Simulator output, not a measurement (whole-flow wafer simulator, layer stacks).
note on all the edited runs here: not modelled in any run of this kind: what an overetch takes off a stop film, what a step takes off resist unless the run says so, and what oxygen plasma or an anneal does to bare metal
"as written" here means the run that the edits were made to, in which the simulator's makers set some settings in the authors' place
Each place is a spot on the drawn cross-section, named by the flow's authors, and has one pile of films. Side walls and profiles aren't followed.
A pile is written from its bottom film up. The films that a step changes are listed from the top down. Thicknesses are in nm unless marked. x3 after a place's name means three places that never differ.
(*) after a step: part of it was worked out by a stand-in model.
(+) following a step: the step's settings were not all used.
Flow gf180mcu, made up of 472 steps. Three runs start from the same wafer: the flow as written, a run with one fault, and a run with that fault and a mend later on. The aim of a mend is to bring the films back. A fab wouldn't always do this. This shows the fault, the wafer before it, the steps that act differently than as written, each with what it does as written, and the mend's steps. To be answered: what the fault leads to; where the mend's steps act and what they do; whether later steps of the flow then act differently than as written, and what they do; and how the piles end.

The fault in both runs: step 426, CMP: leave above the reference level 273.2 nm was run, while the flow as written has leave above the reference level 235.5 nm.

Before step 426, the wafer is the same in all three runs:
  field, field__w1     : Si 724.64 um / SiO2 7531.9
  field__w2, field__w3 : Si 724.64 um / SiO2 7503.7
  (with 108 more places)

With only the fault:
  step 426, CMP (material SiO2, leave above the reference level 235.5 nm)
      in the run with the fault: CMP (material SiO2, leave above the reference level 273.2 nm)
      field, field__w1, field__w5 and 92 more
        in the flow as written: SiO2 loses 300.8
        in the run with the fault: SiO2 loses 263.1
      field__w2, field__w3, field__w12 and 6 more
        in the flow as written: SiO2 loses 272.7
        in the run with the fault: SiO2 loses 235
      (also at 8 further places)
  Later steps of the flow acting differently than as written (2 more steps, not shown, differ only slightly: by at most 2% or 0.5 nm, whichever is larger):
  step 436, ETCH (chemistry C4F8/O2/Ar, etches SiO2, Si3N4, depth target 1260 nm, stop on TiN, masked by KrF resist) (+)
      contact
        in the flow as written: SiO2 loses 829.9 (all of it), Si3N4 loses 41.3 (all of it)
        in the run with the fault: SiO2 loses 867.6 (all of it), Si3N4 loses 41.3 (all of it)
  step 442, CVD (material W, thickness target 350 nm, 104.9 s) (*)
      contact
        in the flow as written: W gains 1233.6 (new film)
        in the run with the fault: W gains 1271.6 (new film)
  At field__w4, field__w8, contact, m1, m1__w1, mim, mim_1p0, m1_nw, the piles at the end differ from the flow's by more than 2% or 0.5 nm, whichever is larger.
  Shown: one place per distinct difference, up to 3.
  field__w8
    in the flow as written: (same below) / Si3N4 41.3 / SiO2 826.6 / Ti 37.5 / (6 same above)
    in the run with the fault: (same below) / Si3N4 41.3 / SiO2 864.3 / Ti 37.5 / (6 same above)
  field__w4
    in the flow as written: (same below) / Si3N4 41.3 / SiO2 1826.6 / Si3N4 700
    in the run with the fault: (same below) / Si3N4 41.3 / SiO2 1864.3 / Si3N4 700
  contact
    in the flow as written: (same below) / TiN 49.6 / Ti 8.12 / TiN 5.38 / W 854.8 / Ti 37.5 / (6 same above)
    in the run with the fault: (same below) / TiN 49.6 / Ti 7.95 / TiN 5.26 / W 892.8 / Ti 37.5 / (6 same above)

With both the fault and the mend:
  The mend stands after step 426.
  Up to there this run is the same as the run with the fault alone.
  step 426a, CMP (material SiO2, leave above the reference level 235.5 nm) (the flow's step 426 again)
      field, field__w1, field__w2 and 109 more
        SiO2 loses 37.7
  Every later step of the flow that is run acts as written at every place that is followed.
  At every place that both follow, the piles at the end match the flow's.
